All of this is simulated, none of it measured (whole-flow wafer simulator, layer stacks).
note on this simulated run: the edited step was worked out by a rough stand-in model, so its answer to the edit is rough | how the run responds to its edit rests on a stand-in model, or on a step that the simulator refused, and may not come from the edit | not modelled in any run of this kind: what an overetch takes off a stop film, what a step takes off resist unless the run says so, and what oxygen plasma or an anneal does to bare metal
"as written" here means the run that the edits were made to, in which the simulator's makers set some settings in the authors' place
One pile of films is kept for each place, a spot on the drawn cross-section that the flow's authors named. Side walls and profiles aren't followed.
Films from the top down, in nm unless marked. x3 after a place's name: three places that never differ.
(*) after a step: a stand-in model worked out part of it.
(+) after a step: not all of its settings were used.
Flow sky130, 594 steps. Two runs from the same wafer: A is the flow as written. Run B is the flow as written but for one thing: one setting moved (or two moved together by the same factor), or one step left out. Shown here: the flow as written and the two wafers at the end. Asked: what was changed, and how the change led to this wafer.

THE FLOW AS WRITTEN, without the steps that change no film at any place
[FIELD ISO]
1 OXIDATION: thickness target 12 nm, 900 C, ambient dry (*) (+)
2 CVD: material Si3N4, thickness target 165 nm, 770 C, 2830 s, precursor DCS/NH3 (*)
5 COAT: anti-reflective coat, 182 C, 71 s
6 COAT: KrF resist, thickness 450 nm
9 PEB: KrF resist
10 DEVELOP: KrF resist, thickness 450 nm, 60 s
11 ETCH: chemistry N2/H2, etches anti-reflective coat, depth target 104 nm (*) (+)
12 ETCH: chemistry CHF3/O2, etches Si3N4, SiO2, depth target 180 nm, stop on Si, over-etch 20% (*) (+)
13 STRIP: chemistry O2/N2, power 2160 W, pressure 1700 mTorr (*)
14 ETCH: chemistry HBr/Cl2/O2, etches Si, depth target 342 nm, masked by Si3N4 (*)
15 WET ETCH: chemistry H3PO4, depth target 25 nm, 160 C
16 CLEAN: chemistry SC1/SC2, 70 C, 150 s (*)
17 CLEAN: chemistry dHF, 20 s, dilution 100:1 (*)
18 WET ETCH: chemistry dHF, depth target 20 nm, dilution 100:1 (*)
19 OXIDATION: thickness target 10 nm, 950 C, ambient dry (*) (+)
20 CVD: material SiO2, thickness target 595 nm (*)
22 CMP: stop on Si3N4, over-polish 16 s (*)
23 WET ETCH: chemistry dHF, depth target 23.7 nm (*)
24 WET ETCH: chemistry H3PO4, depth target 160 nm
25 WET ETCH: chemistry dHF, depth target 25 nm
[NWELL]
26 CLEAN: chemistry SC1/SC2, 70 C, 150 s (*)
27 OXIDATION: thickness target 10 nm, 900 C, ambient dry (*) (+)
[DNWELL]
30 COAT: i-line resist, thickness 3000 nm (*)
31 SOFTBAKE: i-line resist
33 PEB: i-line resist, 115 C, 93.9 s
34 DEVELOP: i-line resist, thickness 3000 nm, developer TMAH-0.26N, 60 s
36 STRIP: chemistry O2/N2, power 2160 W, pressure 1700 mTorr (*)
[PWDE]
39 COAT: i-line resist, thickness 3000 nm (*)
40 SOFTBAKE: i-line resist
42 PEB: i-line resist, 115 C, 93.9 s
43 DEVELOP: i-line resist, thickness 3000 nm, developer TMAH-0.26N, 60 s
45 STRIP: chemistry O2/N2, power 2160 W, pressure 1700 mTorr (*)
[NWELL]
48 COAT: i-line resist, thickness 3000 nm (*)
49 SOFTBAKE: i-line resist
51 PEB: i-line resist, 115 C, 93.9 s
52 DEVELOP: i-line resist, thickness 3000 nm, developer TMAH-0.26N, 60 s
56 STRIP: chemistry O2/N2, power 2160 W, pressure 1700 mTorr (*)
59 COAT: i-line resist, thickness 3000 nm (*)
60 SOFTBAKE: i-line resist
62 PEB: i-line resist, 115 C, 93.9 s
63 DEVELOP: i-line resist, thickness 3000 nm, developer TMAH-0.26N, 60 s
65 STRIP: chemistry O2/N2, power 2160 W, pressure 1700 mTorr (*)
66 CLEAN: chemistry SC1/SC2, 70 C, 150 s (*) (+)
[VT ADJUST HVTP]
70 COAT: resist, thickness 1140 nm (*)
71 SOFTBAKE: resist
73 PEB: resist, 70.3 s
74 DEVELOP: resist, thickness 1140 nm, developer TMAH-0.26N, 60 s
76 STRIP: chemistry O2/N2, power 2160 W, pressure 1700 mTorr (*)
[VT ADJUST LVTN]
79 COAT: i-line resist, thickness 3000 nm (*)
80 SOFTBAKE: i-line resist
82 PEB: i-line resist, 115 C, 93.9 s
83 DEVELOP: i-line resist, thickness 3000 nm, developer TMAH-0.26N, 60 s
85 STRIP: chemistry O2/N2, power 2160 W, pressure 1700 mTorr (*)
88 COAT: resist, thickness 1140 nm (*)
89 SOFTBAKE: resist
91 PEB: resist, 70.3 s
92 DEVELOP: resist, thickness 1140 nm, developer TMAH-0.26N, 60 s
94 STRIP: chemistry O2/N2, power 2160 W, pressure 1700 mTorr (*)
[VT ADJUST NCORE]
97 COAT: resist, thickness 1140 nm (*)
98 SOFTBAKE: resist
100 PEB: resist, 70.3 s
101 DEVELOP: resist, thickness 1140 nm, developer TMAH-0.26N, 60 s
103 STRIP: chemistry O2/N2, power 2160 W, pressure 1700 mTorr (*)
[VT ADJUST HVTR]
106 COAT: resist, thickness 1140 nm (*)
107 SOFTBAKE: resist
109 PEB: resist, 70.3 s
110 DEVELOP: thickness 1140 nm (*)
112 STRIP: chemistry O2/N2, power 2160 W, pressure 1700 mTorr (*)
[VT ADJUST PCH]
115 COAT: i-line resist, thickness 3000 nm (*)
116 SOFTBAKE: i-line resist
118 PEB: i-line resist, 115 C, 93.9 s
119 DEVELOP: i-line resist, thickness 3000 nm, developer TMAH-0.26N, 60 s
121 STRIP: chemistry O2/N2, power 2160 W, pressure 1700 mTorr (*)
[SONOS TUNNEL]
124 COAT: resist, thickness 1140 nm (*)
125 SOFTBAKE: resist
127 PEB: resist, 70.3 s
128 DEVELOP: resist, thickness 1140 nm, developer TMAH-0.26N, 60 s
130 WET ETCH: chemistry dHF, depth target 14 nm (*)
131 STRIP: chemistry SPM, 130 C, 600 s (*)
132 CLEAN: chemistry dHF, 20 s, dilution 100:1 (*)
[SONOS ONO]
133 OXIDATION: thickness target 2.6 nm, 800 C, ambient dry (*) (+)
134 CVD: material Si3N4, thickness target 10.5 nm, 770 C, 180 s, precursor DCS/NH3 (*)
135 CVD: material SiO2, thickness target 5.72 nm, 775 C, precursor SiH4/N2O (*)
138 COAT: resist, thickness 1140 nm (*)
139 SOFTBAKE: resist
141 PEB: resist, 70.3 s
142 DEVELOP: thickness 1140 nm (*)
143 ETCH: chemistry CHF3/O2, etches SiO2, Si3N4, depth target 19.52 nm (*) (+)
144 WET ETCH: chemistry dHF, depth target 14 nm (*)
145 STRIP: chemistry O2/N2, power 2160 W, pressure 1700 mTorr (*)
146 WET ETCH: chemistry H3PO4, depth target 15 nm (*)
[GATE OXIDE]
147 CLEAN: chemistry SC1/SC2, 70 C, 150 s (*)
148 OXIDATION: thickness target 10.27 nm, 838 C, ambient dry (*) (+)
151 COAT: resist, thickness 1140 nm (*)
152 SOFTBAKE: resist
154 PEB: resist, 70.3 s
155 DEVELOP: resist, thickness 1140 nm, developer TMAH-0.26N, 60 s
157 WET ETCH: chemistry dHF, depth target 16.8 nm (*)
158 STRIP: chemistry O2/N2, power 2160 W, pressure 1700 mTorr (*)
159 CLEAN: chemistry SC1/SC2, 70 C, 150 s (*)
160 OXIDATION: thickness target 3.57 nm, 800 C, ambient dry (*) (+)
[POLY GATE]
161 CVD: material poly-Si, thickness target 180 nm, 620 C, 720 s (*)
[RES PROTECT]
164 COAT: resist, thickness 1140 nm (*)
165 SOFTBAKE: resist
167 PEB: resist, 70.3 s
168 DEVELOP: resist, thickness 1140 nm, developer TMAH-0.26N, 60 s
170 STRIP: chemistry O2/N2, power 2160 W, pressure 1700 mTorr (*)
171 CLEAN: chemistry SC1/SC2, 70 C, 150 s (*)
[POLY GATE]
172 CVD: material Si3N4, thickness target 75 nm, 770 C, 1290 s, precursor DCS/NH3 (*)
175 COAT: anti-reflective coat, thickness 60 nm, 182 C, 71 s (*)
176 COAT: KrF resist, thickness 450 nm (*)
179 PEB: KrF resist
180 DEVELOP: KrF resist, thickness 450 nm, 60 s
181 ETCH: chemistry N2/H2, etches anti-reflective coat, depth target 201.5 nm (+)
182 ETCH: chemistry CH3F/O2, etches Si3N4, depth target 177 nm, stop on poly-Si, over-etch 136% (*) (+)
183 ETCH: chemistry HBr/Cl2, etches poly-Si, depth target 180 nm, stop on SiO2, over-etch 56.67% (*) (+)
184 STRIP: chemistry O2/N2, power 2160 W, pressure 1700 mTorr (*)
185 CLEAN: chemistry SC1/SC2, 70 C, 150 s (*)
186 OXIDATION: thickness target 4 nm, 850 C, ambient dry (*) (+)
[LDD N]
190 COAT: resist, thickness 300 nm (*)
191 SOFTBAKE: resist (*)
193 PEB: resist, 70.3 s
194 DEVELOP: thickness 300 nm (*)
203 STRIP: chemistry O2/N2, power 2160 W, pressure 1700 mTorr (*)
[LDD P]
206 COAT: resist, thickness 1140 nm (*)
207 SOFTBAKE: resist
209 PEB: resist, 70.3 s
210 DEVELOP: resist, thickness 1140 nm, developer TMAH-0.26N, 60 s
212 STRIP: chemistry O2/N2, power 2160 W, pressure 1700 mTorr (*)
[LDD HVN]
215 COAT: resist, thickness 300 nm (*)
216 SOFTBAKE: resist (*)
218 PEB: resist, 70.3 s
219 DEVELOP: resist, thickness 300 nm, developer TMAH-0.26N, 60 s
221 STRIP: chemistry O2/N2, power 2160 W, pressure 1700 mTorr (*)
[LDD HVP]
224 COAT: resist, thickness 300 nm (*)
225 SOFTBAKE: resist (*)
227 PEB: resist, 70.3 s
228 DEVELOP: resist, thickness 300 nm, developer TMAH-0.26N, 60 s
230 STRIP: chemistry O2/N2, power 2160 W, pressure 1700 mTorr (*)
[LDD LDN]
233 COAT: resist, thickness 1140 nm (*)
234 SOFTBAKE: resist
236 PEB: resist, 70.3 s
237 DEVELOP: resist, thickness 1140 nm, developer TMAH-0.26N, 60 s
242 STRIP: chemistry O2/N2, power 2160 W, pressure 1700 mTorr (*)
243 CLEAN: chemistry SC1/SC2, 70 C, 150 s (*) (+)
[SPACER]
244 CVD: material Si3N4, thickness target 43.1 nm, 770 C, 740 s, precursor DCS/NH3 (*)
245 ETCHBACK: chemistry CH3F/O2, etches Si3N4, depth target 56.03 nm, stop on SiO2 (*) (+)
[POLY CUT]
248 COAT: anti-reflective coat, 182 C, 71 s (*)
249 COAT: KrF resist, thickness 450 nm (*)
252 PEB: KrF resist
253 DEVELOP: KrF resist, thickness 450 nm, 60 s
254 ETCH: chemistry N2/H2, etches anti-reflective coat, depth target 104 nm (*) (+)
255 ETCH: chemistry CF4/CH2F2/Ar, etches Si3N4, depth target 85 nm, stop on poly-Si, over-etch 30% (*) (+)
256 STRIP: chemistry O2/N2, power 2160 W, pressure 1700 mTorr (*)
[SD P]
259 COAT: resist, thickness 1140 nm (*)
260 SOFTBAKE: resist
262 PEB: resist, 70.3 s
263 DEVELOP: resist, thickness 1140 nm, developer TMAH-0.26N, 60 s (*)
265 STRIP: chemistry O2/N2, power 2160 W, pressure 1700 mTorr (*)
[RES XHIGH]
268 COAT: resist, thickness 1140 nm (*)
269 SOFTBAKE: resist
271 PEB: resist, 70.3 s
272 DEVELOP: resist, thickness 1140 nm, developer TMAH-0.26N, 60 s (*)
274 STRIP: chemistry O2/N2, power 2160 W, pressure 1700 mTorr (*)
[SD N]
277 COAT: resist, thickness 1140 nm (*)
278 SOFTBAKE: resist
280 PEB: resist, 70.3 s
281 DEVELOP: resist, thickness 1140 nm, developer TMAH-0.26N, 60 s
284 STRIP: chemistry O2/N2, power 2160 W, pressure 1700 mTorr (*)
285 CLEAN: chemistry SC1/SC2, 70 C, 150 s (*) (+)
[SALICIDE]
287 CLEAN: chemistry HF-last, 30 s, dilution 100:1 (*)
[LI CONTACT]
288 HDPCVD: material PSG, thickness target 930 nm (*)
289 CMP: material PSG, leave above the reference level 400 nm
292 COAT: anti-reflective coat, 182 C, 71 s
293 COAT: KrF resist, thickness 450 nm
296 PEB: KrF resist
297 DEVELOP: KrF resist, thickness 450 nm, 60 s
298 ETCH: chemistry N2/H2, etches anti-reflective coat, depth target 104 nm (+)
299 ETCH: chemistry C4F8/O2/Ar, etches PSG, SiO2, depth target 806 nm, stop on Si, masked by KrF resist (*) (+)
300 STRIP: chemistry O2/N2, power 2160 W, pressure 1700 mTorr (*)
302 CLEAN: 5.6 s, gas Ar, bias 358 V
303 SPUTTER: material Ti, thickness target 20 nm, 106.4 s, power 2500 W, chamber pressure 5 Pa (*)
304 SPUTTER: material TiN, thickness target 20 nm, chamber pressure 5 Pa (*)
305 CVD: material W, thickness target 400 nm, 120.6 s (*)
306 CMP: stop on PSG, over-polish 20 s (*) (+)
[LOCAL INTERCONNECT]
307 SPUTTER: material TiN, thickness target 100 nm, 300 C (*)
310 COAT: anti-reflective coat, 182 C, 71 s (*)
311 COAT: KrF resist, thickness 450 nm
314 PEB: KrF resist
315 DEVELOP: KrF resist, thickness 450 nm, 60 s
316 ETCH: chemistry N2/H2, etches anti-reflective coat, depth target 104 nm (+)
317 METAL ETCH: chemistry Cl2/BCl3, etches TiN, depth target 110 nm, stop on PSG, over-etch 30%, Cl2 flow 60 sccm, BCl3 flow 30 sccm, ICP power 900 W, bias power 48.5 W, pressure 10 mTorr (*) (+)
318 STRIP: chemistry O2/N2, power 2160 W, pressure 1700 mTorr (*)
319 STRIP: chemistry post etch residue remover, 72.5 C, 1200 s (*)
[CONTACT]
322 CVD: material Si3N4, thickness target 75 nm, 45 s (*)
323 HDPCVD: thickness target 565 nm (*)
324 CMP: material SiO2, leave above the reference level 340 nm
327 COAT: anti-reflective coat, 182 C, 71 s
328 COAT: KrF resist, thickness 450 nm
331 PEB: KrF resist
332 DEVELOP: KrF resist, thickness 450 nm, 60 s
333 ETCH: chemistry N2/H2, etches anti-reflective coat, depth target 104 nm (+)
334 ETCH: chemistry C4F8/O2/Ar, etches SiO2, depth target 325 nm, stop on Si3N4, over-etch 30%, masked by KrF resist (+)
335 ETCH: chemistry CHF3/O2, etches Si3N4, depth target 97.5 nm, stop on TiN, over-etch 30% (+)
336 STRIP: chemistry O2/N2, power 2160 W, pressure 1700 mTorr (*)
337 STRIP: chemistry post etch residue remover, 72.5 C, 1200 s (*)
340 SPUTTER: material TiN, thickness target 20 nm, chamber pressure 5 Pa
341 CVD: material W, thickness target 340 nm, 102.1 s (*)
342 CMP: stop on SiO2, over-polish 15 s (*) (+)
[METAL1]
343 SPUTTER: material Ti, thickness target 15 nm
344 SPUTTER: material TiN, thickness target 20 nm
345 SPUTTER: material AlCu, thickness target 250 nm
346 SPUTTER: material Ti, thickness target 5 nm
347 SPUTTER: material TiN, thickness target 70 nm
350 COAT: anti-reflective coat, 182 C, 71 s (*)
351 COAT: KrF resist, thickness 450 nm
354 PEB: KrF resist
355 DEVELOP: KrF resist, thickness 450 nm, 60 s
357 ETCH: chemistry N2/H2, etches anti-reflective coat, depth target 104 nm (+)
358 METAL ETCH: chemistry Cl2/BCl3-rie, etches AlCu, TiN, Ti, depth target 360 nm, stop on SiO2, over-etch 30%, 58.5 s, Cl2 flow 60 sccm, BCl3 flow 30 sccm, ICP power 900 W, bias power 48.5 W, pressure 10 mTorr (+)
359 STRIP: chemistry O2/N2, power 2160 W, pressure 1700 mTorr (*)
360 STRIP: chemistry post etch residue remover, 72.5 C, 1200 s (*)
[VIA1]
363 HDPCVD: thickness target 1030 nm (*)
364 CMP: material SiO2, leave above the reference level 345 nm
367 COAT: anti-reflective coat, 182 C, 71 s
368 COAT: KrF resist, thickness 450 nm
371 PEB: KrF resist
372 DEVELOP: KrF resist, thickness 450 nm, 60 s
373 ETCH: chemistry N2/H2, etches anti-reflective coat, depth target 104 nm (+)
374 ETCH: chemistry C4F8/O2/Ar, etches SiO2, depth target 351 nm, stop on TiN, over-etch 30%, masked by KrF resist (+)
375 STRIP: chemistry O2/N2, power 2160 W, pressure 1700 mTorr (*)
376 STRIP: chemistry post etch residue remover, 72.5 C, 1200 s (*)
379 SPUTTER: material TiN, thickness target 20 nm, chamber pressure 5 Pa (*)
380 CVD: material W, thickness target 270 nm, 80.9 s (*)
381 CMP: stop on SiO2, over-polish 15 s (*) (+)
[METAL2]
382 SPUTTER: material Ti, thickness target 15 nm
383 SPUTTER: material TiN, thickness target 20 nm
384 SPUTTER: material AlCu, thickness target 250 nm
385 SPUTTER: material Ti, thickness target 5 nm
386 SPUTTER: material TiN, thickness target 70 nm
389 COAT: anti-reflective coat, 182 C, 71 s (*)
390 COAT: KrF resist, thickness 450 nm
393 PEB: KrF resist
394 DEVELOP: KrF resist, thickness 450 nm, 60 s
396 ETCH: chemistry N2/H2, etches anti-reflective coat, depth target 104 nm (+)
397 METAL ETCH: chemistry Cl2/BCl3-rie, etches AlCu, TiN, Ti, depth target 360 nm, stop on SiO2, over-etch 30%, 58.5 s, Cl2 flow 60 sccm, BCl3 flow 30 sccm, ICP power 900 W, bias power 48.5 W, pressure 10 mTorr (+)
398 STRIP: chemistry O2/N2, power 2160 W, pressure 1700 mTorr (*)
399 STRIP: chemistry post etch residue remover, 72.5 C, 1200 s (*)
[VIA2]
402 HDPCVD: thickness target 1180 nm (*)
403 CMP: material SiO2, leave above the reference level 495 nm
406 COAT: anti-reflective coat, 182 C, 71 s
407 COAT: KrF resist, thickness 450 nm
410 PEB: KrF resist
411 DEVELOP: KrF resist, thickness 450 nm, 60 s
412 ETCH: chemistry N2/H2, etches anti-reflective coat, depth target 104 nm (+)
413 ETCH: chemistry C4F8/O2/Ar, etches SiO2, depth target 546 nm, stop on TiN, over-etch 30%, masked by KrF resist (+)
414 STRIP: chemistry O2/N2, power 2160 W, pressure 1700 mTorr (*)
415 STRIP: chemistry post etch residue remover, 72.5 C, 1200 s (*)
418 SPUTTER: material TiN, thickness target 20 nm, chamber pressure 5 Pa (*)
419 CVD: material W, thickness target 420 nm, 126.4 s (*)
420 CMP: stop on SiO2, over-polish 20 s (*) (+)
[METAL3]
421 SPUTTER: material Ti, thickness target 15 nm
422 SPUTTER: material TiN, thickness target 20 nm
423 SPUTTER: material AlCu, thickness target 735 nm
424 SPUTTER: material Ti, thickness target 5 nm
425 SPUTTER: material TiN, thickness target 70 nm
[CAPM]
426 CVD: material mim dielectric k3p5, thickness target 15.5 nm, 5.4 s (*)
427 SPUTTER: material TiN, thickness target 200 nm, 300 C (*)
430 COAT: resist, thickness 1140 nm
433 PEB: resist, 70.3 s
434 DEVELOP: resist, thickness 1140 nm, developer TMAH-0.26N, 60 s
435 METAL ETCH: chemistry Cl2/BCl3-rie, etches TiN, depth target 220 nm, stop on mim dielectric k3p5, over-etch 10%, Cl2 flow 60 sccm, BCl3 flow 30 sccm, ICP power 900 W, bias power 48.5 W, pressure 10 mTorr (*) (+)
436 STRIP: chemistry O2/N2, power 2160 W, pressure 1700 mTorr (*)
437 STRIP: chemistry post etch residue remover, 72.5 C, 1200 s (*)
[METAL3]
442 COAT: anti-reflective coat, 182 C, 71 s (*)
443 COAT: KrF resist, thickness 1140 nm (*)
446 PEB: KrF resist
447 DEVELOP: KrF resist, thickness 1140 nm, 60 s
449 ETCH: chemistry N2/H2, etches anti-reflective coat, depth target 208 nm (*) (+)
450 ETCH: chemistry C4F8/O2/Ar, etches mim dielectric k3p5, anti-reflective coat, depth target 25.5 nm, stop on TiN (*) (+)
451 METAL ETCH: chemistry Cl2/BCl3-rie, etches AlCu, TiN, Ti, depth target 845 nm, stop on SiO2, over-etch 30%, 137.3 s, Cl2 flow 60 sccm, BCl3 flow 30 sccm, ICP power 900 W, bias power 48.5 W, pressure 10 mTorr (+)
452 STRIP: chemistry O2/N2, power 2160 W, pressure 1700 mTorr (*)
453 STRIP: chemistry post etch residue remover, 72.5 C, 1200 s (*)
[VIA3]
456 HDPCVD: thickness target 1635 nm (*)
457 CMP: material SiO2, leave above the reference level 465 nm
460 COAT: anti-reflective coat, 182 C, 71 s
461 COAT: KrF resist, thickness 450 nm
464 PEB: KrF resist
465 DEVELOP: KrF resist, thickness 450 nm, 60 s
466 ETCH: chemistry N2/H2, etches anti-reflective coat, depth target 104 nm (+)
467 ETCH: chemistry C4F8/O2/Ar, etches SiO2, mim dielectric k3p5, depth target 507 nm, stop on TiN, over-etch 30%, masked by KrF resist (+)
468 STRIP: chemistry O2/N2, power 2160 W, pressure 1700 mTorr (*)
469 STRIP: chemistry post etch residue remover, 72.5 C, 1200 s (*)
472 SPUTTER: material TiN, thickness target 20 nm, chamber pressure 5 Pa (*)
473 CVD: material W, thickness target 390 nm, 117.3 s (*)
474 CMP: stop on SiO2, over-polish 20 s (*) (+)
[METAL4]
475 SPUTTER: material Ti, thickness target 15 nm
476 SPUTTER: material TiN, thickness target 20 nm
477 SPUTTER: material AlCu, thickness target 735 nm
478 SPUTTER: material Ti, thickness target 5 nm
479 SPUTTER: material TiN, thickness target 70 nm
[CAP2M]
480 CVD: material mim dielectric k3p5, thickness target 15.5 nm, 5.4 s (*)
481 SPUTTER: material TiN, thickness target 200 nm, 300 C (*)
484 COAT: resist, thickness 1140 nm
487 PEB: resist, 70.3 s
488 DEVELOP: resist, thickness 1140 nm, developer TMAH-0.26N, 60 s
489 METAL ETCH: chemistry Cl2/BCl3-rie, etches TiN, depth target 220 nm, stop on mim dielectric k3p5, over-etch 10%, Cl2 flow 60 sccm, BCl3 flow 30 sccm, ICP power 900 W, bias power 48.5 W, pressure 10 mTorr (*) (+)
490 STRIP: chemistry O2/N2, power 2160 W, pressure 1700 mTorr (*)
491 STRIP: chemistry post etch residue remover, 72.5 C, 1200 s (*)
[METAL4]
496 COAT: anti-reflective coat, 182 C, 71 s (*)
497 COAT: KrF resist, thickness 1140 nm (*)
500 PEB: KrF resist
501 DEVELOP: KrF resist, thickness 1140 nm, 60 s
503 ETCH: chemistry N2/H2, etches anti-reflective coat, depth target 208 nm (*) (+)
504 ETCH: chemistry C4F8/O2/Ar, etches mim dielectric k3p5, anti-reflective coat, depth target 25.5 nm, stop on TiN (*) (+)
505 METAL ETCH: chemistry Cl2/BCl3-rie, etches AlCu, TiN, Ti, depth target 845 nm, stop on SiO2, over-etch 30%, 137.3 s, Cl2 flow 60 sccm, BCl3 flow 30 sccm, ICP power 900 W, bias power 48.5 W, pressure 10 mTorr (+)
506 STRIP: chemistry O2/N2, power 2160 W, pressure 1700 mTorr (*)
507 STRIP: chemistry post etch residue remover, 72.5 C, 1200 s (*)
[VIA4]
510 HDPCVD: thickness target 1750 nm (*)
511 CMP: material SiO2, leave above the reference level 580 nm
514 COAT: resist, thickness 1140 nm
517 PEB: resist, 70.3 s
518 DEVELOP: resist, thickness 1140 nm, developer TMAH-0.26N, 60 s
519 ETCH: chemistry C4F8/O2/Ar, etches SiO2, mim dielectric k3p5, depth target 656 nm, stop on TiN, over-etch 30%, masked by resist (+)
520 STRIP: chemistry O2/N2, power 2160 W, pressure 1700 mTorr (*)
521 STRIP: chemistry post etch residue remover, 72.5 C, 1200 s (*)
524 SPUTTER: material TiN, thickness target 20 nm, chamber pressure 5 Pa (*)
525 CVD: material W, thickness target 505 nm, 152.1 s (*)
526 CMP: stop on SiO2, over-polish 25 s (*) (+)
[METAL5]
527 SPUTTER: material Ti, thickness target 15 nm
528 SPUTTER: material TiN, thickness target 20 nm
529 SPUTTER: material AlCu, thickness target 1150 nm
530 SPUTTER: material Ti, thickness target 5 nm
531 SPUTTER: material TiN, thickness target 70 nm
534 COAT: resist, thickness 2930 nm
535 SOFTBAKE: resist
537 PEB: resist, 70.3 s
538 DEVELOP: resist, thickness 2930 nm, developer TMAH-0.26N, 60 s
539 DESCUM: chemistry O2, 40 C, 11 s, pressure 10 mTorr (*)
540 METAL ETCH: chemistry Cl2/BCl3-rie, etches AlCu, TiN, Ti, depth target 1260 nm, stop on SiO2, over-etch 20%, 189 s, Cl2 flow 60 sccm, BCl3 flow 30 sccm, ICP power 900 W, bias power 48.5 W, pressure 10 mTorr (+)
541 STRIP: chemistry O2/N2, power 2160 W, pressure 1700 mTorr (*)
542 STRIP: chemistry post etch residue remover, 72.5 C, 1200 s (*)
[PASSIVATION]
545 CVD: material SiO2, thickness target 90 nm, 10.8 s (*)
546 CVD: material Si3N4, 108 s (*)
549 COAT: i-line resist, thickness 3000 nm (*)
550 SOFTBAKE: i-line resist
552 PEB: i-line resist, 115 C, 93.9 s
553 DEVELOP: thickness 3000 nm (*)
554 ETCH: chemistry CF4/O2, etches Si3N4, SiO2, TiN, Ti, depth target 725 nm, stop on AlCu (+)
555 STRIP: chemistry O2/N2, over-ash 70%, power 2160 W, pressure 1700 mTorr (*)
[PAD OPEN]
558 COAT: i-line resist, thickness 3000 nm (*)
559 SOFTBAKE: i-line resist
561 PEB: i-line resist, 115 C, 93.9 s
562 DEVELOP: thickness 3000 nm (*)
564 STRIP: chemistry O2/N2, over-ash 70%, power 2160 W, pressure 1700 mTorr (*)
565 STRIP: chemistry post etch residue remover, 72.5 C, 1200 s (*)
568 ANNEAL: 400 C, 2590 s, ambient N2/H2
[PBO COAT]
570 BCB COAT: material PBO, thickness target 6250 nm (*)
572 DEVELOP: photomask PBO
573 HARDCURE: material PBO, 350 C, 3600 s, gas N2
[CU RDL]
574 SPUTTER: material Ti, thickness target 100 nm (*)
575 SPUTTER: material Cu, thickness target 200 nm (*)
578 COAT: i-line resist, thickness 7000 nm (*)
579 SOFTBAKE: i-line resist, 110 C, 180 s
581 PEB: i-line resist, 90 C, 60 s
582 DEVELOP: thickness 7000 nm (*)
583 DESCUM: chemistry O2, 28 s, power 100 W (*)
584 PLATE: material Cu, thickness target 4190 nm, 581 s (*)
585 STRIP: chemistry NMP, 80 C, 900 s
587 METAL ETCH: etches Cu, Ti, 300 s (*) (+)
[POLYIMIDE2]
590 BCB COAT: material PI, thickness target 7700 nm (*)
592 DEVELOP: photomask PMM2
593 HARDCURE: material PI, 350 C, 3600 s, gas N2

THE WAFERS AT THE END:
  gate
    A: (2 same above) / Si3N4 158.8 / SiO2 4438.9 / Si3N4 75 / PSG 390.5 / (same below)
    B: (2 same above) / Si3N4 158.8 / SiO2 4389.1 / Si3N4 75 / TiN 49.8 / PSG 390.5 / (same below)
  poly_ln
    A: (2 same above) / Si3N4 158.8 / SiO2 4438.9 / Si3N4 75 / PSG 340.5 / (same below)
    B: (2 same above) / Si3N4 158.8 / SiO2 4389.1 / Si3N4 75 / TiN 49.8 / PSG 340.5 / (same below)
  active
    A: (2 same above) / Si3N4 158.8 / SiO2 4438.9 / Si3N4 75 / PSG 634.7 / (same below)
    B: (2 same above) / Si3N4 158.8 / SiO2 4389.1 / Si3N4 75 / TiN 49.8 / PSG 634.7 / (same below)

The cause: step 317, METAL ETCH: depth target 48.4 nm was run, where the flow has depth target 110 nm.

How the change led to this, step by step:
  317 METAL ETCH: chemistry Cl2/BCl3, etches TiN, depth target 110 nm, stop on PSG, over-etch 30%, Cl2 flow 60 sccm, BCl3 flow 30 sccm, ICP power 900 W, bias power 48.5 W, pressure 10 mTorr (*) (+)
      field, active, gate and 88 more: A TiN -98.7 (all of it) | B TiN -48.4
      n_well, p_well, gate_hv and 97 more: A KrF resist -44 | B KrF resist -19.4
  318 STRIP: chemistry O2/N2, power 2160 W, pressure 1700 mTorr (*)
      n_well, p_well, gate_hv and 93 more: A KrF resist -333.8 (all of it), anti-reflective coat -80 (all of it) | B KrF resist -358.5 (all of it), anti-reflective coat -80 (all of it)
      poly_licon, ndiff_licon, ndiff_licon_cpp, rpo_hd_licon: A KrF resist -333.9 (all of it), anti-reflective coat -80.5 (all of it) | B KrF resist -358.5 (all of it), anti-reflective coat -80.5 (all of it)
  324 CMP: material SiO2, leave above the reference level 340 nm
      field, active, gate and 88 more: A SiO2 -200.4 | B SiO2 -250.3
Counting metal films that touch as one body, gate has 1 body; the flow as written gives 0 bodies.
Counting metal films that touch as one body, poly_ln has 1 body; the flow as written gives 0 bodies.
Counting metal films that touch as one body, active has 1 body; the flow as written gives 0 bodies.
